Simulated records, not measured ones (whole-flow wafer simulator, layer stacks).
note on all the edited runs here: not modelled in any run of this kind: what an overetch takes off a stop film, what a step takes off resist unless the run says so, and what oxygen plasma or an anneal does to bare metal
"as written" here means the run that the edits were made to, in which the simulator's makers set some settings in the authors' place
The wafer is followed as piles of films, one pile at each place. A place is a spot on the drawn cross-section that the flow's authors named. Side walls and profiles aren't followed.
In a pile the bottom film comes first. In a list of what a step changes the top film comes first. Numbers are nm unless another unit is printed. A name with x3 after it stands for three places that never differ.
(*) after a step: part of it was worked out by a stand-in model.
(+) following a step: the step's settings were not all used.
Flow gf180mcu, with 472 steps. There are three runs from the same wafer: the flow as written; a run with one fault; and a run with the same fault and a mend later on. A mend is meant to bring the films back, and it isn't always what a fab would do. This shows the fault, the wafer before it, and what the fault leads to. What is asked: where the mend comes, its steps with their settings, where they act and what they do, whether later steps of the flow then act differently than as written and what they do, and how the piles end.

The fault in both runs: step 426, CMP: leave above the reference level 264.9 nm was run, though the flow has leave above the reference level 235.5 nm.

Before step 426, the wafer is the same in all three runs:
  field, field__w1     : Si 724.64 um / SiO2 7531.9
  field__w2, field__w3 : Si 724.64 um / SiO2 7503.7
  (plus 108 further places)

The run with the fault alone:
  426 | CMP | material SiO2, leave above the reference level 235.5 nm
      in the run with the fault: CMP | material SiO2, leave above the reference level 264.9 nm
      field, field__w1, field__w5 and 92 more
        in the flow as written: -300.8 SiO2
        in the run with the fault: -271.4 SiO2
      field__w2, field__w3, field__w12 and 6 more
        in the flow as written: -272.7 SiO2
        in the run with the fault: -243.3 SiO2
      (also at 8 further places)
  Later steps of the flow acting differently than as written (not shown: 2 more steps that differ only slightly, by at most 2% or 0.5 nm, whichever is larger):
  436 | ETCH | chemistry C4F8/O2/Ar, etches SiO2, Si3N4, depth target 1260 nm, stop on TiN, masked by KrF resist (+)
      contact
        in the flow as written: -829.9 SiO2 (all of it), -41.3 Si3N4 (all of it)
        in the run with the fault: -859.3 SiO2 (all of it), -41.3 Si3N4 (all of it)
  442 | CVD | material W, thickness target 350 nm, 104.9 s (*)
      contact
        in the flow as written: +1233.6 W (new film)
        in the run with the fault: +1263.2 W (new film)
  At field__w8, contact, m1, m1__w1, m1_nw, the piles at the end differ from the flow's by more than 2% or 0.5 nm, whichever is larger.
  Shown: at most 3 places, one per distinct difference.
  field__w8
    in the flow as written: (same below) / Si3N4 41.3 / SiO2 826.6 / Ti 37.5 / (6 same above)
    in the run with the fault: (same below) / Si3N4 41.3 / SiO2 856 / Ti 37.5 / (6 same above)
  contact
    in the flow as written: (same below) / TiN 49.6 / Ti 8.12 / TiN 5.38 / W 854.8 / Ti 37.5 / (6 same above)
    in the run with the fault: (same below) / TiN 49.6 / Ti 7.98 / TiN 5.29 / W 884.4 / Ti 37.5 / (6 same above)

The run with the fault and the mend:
  The mend follows step 426.
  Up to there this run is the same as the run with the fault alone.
  426a | CMP | material SiO2, leave above the reference level 235.5 nm (the flow's step 426 again)
      field, field__w1, field__w2 and 109 more
        -29.4 SiO2
  Every later step of the flow that is run acts as written at every place that is followed.
  The piles end the same as the flow's at every place that both follow.
